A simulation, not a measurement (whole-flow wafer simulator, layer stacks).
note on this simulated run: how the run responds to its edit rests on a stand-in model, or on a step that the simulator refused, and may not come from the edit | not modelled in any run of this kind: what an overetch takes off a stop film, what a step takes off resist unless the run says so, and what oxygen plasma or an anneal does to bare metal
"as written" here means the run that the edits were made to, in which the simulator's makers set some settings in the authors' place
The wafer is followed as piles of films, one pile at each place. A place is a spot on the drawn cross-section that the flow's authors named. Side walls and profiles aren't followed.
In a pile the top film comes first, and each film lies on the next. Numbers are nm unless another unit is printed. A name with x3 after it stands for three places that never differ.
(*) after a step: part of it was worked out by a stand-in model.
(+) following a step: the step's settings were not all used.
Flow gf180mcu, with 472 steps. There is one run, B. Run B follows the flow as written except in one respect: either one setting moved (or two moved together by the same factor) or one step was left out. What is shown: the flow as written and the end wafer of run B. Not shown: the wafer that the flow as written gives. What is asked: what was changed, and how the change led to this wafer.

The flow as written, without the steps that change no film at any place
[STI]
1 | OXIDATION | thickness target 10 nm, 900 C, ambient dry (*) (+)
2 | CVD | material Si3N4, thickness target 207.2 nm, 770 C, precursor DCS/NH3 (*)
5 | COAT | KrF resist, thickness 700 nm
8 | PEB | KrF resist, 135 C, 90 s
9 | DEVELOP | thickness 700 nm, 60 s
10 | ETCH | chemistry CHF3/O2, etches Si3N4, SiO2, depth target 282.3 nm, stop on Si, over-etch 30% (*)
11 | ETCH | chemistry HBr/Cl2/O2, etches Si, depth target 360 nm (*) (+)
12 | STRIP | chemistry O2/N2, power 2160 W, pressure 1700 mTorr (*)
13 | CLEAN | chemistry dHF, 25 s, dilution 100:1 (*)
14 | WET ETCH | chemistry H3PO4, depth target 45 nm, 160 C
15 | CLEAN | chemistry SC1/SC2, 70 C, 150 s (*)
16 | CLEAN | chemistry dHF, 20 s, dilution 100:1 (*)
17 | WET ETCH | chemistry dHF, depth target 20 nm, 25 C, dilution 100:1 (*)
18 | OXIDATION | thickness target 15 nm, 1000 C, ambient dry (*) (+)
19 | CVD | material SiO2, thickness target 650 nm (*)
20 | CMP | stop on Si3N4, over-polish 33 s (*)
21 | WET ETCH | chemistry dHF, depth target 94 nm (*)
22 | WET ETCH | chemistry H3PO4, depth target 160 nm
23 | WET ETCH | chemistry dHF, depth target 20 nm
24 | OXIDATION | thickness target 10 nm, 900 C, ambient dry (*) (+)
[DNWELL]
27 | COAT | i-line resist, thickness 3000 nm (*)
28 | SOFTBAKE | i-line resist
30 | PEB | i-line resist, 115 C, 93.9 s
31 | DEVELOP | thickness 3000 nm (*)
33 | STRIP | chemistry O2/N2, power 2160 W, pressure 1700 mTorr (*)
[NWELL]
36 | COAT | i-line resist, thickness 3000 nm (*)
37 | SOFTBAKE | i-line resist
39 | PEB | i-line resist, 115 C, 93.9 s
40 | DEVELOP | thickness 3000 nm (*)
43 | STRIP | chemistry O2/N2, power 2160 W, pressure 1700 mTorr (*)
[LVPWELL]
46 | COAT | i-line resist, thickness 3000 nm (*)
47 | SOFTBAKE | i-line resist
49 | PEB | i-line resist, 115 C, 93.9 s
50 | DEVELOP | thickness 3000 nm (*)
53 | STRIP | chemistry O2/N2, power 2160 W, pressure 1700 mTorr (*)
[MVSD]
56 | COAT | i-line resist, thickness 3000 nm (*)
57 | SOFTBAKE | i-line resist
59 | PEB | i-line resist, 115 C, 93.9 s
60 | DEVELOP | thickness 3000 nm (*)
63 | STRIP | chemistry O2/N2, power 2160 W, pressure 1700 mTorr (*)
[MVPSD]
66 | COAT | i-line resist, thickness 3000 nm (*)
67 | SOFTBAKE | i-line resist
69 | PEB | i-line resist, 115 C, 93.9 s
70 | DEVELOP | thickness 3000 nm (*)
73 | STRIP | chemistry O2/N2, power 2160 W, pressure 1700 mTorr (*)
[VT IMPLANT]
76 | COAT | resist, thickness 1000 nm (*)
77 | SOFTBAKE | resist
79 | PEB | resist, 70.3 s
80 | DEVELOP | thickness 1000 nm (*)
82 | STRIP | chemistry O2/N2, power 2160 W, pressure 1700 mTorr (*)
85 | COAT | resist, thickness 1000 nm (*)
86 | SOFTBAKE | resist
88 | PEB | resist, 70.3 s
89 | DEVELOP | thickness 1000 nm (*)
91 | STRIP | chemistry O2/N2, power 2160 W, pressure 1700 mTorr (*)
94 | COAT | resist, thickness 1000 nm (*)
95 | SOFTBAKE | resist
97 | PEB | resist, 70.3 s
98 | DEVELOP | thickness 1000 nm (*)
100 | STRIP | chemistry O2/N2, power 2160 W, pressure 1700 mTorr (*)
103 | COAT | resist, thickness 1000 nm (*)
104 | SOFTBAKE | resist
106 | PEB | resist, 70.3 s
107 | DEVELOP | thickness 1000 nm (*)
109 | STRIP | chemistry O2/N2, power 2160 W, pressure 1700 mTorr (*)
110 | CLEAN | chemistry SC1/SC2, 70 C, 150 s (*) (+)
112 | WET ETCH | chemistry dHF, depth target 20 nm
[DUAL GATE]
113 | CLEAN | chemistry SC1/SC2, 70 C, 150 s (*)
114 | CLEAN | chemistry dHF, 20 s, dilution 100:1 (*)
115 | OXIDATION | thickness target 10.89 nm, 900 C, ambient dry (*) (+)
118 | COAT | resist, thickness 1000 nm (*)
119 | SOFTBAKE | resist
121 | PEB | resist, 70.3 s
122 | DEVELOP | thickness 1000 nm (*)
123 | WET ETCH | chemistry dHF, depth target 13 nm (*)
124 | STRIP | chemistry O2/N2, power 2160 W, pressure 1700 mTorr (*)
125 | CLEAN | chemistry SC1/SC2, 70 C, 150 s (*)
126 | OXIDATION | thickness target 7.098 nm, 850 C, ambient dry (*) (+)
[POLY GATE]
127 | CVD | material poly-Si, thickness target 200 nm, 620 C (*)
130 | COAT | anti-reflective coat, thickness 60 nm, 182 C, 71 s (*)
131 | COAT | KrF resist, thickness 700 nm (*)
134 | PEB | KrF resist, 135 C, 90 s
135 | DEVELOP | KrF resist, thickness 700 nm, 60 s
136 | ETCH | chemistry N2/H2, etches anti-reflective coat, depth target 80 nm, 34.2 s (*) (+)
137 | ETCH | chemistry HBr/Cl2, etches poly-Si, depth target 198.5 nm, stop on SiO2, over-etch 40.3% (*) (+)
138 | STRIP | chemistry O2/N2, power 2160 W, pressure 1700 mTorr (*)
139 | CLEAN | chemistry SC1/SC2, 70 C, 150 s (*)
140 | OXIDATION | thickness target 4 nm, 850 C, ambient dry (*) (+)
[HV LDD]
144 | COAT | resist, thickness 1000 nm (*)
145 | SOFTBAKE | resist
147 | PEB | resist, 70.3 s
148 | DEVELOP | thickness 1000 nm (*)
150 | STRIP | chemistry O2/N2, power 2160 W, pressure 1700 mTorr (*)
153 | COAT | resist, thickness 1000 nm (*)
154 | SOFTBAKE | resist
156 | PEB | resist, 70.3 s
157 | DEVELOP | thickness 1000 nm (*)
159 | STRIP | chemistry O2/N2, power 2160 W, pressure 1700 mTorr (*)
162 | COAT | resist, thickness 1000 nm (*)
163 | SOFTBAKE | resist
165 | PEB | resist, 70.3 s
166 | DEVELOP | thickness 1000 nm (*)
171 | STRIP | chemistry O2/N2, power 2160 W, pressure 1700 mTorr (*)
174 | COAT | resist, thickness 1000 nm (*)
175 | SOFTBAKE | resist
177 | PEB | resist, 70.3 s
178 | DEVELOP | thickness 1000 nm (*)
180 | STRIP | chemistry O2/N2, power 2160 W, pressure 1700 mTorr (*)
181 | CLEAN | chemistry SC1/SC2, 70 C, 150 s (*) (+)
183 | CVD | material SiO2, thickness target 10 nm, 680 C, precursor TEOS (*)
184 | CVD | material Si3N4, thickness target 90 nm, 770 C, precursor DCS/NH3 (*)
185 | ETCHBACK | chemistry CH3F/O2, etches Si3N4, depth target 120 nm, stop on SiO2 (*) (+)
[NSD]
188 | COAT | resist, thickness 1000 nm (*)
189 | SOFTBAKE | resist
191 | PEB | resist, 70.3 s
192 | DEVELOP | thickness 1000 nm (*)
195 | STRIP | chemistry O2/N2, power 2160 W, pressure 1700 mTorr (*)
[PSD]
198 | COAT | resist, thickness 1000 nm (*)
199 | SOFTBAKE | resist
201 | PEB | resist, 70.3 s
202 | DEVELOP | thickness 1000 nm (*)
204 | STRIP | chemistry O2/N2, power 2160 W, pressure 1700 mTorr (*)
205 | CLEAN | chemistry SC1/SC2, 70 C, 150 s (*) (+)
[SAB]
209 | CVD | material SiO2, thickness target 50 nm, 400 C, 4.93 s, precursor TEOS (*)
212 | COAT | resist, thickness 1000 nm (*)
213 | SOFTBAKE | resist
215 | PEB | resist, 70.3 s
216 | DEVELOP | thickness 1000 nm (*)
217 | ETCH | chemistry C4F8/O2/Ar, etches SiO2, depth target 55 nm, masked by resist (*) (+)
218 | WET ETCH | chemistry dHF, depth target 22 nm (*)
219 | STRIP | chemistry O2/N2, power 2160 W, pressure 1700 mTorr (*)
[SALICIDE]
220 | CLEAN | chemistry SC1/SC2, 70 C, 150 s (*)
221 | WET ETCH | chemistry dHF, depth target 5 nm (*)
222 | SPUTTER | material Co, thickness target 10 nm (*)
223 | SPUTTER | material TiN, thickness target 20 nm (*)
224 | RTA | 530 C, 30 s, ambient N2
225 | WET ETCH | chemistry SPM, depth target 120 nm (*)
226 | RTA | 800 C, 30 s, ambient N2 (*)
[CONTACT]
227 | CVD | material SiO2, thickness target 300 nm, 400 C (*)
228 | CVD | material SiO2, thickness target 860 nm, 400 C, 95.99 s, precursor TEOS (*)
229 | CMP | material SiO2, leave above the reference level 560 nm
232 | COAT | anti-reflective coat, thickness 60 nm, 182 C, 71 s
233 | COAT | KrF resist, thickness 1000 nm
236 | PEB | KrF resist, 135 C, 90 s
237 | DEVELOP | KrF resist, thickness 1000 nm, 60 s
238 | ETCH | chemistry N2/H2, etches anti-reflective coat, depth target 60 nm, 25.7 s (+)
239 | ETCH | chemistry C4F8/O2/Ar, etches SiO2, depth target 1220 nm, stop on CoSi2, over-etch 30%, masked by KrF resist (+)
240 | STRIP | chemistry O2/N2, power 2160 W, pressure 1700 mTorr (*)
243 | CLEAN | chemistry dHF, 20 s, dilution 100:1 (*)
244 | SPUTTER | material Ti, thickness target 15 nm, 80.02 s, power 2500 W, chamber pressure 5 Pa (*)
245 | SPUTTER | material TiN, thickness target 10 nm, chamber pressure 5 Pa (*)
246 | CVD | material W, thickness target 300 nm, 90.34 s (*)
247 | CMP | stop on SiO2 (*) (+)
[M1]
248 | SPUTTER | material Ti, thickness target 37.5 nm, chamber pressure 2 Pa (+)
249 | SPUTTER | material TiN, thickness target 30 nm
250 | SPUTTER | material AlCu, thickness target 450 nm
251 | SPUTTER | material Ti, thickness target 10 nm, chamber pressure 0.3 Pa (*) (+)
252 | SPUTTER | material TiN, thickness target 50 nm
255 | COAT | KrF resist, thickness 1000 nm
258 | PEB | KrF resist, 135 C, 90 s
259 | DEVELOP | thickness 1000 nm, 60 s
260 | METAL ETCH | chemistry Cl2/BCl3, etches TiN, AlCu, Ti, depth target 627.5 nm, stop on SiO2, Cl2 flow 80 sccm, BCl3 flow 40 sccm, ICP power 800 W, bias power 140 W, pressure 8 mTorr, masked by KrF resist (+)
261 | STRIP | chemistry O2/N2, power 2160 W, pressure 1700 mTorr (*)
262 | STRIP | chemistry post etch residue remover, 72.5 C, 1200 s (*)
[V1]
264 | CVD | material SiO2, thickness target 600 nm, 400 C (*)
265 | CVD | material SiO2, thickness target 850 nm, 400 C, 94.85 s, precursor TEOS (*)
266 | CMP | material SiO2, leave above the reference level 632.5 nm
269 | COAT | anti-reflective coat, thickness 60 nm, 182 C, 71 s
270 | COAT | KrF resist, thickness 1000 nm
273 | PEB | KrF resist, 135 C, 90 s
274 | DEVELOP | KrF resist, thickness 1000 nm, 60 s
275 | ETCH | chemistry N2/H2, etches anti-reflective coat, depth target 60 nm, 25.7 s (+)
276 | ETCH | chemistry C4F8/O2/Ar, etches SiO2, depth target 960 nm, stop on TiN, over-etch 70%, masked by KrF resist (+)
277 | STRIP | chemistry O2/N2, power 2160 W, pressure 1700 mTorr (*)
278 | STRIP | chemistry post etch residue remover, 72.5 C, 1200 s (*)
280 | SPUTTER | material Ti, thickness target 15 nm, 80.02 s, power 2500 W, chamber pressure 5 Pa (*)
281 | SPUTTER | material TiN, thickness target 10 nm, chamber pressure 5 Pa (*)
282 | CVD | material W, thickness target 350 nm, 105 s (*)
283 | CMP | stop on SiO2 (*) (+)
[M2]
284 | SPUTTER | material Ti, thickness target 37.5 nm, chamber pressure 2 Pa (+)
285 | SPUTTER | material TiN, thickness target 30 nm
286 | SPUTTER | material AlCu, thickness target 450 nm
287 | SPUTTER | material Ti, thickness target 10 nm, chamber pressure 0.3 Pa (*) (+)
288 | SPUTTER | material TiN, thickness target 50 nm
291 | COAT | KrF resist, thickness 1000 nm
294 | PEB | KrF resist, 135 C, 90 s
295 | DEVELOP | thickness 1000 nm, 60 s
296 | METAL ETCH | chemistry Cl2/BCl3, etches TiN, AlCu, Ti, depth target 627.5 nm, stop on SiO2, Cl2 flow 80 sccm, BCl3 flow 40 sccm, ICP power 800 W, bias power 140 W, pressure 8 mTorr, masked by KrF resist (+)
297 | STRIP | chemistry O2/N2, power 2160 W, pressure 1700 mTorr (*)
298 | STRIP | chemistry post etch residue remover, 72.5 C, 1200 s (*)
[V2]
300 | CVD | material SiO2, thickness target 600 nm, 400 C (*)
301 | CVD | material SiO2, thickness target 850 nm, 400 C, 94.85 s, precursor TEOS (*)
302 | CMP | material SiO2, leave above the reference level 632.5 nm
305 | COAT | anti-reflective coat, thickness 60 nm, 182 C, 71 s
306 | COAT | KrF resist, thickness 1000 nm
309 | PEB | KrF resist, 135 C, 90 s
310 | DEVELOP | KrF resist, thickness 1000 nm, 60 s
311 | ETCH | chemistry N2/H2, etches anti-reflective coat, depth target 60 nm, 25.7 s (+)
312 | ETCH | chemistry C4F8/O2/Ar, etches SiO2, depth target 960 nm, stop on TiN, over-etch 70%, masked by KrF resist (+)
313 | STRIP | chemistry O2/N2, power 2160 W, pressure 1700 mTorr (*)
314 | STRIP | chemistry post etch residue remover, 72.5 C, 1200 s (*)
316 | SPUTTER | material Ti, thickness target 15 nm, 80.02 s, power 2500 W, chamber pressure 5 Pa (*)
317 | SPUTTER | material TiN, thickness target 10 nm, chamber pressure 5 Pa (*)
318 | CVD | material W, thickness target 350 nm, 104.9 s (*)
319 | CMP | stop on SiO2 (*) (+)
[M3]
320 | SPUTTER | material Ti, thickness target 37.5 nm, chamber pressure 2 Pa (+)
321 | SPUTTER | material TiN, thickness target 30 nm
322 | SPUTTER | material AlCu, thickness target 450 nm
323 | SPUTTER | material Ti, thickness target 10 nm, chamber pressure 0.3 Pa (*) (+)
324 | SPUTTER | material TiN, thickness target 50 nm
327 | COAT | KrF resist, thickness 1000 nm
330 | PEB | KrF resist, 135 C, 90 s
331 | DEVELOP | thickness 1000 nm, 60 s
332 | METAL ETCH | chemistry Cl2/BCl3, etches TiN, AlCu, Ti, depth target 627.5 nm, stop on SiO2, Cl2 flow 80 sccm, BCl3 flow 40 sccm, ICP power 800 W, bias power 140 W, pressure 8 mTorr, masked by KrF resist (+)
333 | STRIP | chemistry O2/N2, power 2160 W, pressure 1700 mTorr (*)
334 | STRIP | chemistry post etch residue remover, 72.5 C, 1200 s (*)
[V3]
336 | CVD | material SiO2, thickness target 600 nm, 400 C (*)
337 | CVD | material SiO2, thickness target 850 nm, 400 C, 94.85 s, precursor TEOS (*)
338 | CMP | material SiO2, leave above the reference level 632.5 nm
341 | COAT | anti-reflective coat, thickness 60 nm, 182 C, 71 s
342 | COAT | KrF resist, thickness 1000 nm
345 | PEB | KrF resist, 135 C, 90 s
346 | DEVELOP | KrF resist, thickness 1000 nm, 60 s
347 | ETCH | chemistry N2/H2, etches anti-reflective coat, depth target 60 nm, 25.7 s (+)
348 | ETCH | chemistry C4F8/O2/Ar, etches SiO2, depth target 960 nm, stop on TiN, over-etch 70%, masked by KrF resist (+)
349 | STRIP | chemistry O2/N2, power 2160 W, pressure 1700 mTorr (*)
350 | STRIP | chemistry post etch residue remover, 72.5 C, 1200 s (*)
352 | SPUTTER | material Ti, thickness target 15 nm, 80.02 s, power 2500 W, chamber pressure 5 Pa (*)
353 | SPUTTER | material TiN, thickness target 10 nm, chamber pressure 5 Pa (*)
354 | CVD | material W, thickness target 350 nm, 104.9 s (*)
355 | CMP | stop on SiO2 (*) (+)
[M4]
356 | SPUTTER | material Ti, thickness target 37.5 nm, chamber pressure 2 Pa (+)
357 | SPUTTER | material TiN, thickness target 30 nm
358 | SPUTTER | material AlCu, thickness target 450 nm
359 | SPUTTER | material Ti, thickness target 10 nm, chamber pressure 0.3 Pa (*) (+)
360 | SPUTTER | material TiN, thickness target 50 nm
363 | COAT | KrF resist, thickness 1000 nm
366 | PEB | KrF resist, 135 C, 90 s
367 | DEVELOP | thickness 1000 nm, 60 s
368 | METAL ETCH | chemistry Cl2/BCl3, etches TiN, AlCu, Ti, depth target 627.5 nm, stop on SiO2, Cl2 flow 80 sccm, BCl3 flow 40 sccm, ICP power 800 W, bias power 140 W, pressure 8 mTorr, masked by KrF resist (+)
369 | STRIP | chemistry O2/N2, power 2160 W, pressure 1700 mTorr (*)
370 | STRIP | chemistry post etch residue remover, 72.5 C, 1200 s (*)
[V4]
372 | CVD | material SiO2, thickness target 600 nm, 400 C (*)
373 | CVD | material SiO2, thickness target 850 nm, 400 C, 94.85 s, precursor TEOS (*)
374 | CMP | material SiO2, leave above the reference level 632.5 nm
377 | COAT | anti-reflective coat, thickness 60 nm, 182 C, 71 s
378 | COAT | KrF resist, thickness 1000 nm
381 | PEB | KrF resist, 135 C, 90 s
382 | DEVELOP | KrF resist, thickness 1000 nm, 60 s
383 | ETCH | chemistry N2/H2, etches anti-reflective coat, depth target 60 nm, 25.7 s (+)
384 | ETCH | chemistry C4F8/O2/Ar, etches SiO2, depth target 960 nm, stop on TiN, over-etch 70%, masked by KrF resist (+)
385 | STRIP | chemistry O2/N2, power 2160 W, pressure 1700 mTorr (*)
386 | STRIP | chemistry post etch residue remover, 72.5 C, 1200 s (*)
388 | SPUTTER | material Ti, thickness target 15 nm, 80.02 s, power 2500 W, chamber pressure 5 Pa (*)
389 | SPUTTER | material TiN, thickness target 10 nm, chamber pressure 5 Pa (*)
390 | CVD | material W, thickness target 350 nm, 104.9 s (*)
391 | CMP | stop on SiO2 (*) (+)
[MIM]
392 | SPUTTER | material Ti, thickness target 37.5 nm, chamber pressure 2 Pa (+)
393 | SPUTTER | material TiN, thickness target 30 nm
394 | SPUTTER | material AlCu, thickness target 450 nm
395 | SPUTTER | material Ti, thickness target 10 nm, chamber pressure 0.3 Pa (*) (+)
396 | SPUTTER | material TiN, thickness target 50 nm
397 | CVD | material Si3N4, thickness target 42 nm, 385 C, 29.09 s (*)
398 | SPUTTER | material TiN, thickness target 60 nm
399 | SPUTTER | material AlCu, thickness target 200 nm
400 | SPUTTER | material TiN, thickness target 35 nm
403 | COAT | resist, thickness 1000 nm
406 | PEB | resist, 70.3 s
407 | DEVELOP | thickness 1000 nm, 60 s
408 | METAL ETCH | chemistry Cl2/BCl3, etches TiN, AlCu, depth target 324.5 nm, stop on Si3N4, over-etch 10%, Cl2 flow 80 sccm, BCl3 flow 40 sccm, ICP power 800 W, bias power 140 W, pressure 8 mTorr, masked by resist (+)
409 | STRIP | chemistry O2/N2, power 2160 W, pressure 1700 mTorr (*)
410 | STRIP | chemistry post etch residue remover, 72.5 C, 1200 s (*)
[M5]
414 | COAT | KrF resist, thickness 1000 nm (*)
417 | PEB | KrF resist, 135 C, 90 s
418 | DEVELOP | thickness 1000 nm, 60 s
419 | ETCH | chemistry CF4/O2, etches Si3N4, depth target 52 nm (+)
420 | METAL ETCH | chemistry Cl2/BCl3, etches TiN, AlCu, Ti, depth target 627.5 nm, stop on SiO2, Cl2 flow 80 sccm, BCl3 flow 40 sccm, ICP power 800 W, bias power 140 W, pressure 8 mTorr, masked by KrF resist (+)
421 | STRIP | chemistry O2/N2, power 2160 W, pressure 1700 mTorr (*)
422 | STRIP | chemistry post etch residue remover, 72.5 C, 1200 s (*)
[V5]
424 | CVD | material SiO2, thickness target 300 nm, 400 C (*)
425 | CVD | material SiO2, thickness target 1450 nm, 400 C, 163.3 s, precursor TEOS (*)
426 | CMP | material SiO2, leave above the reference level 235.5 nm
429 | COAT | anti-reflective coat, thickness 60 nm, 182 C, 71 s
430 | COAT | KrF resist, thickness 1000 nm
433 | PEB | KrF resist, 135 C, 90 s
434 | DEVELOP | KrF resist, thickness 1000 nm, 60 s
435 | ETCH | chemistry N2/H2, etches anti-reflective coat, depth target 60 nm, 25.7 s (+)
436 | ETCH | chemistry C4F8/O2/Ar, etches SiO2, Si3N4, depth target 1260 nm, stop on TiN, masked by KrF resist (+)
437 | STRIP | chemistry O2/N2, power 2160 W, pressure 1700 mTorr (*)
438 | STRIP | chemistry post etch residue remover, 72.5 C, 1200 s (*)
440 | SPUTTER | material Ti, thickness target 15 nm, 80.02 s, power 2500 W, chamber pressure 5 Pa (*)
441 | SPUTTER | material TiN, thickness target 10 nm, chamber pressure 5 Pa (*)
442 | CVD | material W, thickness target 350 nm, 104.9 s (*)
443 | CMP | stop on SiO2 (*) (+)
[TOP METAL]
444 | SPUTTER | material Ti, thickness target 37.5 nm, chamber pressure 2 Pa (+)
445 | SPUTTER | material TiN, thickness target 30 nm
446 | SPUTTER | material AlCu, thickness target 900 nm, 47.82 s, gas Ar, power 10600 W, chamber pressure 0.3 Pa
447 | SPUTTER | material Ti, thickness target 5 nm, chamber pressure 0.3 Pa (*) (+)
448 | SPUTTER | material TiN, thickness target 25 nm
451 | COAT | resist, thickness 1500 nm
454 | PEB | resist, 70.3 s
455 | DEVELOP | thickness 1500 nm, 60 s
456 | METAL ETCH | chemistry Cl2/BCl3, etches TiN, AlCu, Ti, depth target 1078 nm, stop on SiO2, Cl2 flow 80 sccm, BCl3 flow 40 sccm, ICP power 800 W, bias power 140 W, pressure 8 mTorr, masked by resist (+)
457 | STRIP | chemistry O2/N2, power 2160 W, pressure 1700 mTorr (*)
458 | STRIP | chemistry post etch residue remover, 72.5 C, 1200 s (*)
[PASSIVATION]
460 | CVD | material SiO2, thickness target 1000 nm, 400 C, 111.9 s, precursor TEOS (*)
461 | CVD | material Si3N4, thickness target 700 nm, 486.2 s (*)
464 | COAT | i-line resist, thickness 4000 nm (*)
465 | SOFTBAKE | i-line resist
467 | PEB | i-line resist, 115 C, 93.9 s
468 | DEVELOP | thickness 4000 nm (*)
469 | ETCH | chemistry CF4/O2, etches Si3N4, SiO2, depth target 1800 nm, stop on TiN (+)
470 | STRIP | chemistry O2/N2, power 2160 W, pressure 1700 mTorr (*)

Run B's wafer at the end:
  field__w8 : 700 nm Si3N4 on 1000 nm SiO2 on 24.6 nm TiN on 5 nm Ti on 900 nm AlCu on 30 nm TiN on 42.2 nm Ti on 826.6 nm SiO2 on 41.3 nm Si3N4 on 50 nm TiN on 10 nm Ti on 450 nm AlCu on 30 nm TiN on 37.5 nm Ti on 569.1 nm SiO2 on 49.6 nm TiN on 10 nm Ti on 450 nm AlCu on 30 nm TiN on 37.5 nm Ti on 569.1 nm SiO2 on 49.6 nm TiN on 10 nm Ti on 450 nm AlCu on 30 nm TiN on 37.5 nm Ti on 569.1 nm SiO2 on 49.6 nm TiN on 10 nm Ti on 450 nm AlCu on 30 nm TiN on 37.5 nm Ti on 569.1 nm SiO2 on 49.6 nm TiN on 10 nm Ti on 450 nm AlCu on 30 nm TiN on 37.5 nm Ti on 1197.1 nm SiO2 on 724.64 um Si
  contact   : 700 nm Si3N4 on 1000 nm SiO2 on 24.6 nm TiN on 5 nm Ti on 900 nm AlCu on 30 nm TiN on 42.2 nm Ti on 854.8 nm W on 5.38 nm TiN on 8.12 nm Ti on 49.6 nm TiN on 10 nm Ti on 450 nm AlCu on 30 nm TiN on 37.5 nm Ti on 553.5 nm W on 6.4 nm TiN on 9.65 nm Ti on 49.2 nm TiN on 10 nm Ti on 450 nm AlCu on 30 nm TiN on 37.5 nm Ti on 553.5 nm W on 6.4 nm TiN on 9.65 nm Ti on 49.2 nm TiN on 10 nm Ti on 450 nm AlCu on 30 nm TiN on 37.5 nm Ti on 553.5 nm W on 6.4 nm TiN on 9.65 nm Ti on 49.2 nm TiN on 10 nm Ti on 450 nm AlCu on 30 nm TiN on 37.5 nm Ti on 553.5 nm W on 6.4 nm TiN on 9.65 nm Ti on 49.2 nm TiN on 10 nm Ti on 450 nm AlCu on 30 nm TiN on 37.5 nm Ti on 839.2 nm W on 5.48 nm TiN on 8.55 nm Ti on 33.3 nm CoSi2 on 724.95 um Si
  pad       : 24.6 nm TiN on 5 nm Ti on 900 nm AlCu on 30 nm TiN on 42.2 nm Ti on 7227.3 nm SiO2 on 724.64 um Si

Cause: step 444, SPUTTER: thickness target 42.2 nm was run, though the flow has thickness target 37.5 nm.
One can read it off the wafer: field__w8 has Ti 42.2, and step 444 as written asks for 37.5 nm.

The path from the change to this, step by step:
  444 | SPUTTER | material Ti, thickness target 37.5 nm, chamber pressure 2 Pa (+)
      field, field__w1, field__w2 and 109 more: Ti gains 42.2 (new film) (in the flow as written it would be: Ti gains 37.5 (new film))
  456 | METAL ETCH | chemistry Cl2/BCl3, etches TiN, AlCu, Ti, depth target 1078 nm, stop on SiO2, Cl2 flow 80 sccm, BCl3 flow 40 sccm, ICP power 800 W, bias power 140 W, pressure 8 mTorr, masked by resist (+)
      field, field__w1, field__w2 and 103 more: TiN loses 25 (all of it), Ti loses 5 (all of it), AlCu loses 900 (all of it), TiN loses 30 (all of it), Ti loses 42.2 (all of it) (in the flow as written it would be: TiN loses 25 (all of it), Ti loses 5 (all of it), AlCu loses 900 (all of it), TiN loses 30 (all of it), Ti loses 37.5 (all of it))
  465 | SOFTBAKE | i-line resist
      gate: i-line resist loses 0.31 (in the flow as written it would be: i-line resist gains 1.79)
      ld_acc_p, ld_fp_p, ld_drift_p: i-line resist gains 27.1 (in the flow as written it would be: i-line resist gains 33.8)
      (and at 56 other places as well)
